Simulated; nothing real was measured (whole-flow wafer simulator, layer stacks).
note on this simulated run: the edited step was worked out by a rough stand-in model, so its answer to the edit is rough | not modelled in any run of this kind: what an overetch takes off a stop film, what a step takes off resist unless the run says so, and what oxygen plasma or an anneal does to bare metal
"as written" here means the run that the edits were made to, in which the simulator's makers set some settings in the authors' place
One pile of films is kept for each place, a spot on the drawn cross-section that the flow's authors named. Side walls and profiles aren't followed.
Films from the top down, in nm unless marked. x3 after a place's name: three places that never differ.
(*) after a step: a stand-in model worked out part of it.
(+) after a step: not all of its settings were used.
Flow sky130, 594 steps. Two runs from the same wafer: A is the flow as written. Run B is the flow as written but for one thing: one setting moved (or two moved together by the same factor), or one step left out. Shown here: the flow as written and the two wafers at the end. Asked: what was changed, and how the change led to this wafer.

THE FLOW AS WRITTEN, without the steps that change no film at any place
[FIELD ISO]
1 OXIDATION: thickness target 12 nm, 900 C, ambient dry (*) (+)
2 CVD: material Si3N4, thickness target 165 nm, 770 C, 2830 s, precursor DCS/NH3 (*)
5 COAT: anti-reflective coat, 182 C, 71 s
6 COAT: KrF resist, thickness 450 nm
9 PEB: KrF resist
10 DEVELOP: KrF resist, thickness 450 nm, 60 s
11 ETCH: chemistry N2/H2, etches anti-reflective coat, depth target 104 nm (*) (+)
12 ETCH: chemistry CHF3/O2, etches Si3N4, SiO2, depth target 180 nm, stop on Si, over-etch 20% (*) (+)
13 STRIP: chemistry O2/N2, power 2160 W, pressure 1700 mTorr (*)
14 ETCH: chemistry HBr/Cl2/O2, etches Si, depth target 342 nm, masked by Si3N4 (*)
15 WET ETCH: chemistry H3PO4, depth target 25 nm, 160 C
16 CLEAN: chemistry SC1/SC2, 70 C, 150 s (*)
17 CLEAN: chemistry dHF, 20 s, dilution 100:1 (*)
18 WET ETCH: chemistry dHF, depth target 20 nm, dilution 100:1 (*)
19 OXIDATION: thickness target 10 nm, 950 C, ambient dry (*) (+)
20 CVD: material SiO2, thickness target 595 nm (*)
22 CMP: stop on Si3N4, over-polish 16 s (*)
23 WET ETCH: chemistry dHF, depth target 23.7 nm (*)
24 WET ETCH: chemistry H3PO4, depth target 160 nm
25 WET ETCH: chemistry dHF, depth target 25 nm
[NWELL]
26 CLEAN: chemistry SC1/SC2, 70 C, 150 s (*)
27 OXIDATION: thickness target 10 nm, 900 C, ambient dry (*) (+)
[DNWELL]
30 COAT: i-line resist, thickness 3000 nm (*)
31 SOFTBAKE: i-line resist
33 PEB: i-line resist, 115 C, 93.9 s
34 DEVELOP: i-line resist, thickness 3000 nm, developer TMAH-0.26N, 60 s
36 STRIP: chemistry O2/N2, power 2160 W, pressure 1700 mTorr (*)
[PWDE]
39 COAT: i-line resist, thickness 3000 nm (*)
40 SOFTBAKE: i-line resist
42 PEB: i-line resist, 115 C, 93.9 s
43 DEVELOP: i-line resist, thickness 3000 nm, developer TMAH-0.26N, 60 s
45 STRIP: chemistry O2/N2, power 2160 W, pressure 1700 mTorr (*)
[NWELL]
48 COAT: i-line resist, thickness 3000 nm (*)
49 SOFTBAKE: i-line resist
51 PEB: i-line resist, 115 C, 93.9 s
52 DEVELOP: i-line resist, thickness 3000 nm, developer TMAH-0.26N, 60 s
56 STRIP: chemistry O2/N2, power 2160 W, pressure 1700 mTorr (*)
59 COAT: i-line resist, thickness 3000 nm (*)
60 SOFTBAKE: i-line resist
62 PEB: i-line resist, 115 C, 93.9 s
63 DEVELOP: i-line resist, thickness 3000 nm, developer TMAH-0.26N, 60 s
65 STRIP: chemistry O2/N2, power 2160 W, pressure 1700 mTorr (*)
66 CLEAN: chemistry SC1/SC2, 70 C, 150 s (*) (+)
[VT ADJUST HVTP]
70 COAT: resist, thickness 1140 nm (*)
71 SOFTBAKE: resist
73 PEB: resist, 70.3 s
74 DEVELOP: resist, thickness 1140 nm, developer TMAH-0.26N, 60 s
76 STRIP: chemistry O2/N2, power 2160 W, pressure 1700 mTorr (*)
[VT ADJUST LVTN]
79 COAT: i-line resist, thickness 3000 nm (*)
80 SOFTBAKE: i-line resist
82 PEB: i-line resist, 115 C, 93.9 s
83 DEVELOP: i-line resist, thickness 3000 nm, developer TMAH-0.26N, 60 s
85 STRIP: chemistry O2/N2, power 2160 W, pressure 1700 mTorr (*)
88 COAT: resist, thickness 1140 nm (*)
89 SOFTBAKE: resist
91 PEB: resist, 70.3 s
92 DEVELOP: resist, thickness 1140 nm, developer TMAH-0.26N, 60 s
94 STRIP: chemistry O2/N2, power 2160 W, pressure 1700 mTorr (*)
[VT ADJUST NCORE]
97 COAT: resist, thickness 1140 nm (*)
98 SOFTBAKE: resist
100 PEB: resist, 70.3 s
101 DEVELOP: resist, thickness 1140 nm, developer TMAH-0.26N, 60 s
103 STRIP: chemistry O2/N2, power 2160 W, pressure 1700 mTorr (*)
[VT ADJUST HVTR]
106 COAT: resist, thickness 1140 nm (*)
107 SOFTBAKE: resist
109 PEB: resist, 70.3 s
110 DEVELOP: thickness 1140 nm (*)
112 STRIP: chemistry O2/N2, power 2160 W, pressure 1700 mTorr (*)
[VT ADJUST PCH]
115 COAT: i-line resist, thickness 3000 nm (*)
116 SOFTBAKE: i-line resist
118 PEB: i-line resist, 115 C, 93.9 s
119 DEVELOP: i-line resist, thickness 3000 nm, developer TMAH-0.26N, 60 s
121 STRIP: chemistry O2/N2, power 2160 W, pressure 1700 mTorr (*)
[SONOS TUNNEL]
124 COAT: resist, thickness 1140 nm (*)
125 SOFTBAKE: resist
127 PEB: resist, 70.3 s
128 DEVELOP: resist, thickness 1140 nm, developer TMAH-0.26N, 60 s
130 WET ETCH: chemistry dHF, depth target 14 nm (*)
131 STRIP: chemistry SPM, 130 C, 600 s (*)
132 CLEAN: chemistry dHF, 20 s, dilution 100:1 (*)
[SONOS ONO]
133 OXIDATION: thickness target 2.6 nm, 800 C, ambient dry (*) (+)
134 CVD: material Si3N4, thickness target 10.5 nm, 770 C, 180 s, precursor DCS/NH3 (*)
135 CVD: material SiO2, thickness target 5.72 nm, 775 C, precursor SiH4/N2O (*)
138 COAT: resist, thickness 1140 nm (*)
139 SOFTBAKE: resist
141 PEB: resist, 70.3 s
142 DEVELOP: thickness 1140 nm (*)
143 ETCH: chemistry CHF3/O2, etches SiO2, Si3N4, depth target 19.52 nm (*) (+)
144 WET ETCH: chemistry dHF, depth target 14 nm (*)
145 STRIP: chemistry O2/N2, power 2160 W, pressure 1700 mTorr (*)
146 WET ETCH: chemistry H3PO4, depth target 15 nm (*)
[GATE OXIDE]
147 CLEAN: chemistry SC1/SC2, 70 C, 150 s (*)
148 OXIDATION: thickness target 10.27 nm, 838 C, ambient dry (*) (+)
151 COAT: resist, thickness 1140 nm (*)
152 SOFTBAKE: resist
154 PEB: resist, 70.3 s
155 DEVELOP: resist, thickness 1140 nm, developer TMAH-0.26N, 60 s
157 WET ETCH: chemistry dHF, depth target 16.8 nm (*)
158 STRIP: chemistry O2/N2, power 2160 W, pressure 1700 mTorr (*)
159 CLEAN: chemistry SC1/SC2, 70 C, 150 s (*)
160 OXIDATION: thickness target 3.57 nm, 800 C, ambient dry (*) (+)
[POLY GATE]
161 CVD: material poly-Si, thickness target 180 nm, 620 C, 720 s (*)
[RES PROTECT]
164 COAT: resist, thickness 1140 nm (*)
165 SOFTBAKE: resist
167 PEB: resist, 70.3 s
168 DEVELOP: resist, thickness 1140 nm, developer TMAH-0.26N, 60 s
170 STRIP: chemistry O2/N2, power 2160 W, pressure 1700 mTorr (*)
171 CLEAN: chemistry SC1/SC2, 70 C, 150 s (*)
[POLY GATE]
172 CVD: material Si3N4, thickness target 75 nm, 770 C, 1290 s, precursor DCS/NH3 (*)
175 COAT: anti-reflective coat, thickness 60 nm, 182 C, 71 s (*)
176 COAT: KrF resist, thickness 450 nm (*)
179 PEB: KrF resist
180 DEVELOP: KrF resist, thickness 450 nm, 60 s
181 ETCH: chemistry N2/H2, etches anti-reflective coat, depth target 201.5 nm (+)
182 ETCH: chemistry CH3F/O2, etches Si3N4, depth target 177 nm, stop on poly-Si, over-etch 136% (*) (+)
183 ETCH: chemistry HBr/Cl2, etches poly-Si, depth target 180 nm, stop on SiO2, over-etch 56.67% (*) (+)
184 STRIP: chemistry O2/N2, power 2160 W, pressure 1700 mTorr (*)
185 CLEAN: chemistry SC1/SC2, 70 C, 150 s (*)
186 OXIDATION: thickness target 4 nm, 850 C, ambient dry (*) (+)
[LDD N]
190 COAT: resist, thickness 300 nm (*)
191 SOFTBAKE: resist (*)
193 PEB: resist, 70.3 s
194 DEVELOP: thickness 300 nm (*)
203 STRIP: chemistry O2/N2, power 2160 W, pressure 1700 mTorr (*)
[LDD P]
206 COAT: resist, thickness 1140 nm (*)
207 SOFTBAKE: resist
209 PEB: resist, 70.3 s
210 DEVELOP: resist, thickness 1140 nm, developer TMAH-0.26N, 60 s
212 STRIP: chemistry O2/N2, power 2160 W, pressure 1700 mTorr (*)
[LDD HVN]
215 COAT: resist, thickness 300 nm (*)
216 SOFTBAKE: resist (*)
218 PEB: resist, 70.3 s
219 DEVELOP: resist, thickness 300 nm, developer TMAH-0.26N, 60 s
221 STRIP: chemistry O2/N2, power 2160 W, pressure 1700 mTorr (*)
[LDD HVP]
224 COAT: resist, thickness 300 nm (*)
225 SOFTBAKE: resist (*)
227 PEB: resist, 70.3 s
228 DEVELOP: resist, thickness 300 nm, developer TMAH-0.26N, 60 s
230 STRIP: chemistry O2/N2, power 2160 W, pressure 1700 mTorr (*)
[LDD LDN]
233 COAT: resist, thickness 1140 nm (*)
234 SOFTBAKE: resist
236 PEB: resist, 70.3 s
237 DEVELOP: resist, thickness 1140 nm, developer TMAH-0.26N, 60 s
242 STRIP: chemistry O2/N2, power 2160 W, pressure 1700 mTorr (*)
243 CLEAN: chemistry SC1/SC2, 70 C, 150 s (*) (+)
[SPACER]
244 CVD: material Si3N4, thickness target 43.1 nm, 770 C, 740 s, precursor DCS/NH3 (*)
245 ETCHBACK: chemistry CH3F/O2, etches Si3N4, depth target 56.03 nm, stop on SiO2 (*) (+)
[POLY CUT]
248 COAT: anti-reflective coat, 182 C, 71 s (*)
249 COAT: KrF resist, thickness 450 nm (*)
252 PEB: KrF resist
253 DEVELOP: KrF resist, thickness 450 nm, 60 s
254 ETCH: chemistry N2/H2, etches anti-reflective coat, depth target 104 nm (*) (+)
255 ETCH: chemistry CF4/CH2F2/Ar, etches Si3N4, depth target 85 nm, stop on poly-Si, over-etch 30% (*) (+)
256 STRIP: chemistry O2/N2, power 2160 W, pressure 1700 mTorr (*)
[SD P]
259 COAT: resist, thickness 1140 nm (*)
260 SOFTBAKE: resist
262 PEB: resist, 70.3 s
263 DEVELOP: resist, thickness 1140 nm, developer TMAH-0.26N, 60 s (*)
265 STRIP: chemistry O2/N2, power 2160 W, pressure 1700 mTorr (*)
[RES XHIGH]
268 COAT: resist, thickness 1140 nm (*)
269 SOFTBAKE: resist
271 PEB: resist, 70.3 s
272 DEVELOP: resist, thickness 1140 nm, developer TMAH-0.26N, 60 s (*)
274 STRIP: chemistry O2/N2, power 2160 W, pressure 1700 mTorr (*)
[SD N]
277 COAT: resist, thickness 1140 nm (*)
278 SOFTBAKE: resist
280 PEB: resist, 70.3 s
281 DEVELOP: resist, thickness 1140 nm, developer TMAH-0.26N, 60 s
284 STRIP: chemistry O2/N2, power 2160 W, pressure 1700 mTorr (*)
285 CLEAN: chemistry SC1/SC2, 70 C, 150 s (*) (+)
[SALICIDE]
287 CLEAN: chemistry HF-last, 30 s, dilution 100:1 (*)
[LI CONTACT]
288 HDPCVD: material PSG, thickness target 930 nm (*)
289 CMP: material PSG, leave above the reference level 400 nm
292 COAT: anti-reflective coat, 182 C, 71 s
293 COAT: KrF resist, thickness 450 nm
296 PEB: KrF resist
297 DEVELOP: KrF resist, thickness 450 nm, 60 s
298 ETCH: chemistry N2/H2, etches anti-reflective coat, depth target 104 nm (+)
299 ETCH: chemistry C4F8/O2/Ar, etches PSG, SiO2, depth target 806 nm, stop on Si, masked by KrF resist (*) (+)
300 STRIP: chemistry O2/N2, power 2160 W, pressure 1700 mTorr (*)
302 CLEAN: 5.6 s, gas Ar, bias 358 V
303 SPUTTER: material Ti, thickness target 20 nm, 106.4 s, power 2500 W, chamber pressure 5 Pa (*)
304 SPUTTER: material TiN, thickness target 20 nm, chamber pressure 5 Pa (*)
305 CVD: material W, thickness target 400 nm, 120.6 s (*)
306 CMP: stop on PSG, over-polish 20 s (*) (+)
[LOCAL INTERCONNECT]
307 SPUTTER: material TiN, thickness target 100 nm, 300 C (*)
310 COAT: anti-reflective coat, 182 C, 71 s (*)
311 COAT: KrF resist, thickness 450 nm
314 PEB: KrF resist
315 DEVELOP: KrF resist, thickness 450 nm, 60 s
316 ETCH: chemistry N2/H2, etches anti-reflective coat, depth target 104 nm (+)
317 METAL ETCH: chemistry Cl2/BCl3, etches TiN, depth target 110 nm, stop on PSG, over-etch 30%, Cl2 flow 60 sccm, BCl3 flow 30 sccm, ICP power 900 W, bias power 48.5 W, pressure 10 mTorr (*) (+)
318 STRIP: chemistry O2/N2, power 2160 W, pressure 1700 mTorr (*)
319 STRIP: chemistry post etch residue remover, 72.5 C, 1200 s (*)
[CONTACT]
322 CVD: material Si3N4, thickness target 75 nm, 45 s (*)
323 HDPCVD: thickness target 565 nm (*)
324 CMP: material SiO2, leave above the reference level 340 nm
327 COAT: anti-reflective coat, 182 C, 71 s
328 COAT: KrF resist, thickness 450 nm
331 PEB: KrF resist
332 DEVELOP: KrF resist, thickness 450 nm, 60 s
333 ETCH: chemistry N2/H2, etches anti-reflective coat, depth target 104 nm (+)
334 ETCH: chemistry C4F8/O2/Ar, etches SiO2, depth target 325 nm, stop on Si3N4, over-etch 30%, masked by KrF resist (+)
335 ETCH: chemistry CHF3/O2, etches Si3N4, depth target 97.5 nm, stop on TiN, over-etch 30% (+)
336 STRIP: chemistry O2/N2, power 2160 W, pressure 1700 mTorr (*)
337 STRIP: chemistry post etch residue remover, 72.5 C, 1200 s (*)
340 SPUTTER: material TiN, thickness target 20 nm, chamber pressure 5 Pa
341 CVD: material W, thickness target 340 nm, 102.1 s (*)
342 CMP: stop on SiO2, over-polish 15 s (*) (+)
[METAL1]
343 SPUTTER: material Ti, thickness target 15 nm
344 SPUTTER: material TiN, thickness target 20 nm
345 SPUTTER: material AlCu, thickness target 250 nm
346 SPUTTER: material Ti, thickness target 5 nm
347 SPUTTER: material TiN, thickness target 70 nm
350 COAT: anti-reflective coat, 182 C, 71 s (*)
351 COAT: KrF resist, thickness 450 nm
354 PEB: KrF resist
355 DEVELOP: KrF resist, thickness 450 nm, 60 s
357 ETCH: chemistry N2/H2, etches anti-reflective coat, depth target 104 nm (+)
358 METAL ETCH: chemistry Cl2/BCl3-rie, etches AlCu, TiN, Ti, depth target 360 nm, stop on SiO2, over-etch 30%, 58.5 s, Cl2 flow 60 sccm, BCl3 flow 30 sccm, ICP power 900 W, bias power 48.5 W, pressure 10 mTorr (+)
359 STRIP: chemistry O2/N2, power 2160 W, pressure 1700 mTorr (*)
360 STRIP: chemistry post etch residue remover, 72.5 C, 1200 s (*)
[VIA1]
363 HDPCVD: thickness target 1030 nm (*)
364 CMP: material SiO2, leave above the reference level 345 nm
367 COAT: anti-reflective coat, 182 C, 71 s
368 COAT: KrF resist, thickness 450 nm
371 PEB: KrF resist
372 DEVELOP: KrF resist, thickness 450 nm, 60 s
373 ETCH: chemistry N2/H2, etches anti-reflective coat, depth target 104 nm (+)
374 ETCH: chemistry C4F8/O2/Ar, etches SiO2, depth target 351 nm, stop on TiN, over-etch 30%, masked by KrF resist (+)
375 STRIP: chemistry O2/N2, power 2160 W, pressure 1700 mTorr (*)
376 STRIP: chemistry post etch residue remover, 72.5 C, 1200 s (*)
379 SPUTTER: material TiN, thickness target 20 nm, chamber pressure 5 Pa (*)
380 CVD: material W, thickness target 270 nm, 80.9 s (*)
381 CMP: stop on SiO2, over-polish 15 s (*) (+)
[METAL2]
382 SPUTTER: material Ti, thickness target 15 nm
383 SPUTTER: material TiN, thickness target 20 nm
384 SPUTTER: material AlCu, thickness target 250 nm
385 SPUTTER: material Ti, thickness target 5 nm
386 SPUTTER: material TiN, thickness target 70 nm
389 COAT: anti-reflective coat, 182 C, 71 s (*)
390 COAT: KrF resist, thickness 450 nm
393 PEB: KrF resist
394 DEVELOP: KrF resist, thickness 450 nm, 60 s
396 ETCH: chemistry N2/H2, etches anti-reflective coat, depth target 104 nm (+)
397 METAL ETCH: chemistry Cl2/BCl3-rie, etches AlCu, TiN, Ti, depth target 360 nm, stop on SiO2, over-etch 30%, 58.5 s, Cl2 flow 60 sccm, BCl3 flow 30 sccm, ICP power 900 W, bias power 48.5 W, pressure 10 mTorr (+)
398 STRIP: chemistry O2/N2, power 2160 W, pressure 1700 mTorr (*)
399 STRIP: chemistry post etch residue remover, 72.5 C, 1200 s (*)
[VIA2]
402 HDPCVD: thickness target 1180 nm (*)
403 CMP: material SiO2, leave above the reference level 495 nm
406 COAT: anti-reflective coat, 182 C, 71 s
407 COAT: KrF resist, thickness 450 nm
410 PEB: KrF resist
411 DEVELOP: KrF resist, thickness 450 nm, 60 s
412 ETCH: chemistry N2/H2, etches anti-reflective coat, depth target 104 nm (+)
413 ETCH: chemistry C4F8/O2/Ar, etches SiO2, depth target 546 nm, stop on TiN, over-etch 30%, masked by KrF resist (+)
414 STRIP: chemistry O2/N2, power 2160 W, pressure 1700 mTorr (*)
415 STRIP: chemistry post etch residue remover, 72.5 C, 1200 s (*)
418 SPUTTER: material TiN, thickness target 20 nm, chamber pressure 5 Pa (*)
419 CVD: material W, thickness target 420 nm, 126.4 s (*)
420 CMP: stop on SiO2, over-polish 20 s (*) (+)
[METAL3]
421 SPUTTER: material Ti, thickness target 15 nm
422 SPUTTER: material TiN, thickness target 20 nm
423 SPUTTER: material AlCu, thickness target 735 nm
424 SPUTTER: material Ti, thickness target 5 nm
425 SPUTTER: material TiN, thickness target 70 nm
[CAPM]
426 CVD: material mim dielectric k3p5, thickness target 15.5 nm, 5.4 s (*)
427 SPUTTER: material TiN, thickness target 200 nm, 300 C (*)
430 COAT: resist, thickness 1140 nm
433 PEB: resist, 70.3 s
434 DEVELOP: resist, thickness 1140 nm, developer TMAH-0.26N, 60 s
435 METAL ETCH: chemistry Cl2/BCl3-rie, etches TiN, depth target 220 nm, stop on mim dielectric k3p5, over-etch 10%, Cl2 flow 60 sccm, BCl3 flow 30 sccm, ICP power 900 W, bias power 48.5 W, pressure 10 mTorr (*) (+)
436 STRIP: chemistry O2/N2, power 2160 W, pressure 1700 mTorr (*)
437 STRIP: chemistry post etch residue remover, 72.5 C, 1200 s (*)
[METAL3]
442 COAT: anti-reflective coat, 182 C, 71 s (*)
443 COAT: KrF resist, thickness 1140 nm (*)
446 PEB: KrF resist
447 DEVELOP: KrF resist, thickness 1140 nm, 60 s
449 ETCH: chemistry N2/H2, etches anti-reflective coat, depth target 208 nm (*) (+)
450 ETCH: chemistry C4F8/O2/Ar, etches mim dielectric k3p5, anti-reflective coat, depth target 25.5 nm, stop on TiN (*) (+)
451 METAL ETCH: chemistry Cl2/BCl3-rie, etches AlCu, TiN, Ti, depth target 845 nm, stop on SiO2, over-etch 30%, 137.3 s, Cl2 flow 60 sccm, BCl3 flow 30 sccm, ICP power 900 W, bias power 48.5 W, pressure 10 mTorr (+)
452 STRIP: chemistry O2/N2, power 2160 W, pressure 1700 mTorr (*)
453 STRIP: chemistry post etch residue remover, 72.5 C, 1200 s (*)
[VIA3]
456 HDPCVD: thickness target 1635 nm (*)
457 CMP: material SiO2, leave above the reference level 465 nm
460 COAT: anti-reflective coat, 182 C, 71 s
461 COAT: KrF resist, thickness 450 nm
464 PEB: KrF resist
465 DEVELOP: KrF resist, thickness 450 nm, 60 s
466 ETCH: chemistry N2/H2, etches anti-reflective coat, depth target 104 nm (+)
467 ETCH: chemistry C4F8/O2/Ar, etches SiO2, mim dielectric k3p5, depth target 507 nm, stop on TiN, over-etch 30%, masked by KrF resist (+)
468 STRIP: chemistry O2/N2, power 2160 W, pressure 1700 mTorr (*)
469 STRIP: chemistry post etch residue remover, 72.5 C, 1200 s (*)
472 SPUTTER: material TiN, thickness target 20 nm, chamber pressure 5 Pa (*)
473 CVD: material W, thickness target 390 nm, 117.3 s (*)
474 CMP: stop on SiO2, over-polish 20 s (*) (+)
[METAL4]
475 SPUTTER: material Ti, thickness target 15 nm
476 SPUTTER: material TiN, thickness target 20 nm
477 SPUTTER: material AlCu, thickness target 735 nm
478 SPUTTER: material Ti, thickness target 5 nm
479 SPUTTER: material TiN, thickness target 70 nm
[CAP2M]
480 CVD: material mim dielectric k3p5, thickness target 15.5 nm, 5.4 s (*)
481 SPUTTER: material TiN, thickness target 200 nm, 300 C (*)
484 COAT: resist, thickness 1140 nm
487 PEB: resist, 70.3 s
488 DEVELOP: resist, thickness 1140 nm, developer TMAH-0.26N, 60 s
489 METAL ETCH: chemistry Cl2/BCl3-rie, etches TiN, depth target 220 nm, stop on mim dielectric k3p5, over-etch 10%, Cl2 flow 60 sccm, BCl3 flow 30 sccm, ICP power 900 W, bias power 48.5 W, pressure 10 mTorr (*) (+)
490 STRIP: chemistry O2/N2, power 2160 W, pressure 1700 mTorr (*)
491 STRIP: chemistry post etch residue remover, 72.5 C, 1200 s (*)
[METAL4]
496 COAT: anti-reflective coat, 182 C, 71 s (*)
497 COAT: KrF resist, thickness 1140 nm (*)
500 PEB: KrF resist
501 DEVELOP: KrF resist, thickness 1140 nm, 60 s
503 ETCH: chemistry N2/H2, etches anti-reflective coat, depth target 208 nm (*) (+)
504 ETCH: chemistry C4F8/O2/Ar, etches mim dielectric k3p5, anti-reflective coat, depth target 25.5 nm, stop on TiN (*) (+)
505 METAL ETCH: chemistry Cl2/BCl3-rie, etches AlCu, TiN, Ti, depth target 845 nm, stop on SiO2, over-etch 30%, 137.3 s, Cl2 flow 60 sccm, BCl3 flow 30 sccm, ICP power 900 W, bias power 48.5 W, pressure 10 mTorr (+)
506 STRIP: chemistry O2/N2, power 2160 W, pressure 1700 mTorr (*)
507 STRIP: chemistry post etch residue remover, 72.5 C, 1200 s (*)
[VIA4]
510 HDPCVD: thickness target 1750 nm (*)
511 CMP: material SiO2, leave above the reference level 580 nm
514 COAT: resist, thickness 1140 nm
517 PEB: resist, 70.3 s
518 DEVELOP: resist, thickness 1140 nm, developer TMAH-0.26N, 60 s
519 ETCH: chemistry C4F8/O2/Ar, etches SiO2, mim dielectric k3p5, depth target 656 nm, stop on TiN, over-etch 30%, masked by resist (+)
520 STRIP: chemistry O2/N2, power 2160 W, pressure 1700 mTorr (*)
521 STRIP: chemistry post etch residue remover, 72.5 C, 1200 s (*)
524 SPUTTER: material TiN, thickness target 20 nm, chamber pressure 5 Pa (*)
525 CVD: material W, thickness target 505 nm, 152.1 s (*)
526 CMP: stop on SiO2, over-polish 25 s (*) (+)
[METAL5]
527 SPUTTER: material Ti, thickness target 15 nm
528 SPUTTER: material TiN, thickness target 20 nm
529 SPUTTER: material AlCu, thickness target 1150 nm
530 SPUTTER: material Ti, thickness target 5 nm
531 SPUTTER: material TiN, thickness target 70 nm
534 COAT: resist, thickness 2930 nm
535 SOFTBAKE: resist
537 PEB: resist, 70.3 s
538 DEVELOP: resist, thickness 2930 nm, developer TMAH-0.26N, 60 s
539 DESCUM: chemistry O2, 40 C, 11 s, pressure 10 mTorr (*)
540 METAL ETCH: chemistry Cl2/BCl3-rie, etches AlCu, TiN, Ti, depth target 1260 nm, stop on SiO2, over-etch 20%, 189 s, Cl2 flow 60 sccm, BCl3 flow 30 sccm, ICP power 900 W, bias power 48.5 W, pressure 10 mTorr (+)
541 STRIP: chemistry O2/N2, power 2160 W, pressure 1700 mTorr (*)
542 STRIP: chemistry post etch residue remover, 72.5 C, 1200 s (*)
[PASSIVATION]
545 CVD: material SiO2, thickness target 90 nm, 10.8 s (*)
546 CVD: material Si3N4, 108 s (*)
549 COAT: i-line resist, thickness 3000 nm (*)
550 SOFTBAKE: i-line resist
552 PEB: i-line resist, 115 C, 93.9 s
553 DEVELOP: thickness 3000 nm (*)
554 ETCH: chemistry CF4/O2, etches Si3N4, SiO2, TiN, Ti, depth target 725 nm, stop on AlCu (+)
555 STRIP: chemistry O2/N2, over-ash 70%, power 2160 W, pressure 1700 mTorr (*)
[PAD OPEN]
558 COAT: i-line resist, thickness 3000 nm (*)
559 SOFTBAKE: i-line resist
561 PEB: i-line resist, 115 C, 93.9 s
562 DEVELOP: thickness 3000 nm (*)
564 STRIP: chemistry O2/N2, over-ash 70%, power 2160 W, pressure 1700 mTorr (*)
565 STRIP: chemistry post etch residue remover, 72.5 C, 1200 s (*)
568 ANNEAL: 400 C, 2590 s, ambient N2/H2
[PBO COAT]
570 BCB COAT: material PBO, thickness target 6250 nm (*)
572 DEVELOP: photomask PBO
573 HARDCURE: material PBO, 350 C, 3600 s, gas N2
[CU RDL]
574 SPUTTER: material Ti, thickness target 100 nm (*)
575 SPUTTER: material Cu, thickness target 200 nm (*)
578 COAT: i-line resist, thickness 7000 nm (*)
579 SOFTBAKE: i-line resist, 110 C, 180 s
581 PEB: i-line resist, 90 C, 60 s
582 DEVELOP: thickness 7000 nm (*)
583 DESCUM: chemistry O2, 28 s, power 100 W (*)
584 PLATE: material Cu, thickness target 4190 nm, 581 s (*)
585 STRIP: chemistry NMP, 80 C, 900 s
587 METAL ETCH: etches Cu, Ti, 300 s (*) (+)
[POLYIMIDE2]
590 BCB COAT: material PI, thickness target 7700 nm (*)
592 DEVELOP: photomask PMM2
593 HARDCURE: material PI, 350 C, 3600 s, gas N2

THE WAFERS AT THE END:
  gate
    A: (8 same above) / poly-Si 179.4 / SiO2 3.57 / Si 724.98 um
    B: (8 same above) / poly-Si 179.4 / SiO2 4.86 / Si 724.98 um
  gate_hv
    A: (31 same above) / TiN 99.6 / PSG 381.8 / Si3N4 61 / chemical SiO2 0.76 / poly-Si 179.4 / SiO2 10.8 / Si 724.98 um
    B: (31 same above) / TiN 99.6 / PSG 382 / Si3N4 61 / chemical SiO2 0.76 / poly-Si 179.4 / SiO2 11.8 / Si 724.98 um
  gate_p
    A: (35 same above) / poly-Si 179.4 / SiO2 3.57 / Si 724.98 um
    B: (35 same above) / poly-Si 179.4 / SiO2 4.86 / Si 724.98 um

The cause: step 160, OXIDATION: thickness target 4.86 nm was run, where the flow has thickness target 3.57 nm.
It can be read off the wafer: gate has SiO2 4.86, and step 160 as written asks for 3.57 nm.

How the change led to this, step by step:
  160 OXIDATION: thickness target 3.57 nm, 800 C, ambient dry (*) (+)
      active, n_well, p_well and 58 more: A SiO2 +3.57 (new film), chemical SiO2 -0.76 (all of it), Si -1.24 | B SiO2 +4.86 (new film), chemical SiO2 -0.76 (all of it), Si -1.81
      gate_hv, m1, pad and 37 more: A SiO2 +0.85, Si -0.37 | B SiO2 +1.89, Si -0.83
  248 COAT: anti-reflective coat, 182 C, 71 s (*)
      poly_endcap_nw: A anti-reflective coat +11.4 (new film) | B anti-reflective coat +12.1 (new film)
  256 STRIP: chemistry O2/N2, power 2160 W, pressure 1700 mTorr (*)
      poly_endcap_nw: A KrF resist -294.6 (all of it), anti-reflective coat -11.4 (all of it) | B KrF resist -294.3 (all of it), anti-reflective coat -12.1 (all of it)
  299 ETCH: chemistry C4F8/O2/Ar, etches PSG, SiO2, depth target 806 nm, stop on Si, masked by KrF resist (*) (+)
      contact, ndiff_licon, ndiff_licon_cpp: A PSG -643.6 (all of it), SiO2 -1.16 (all of it) | B PSG -643.7 (all of it), SiO2 -2.23 (all of it)
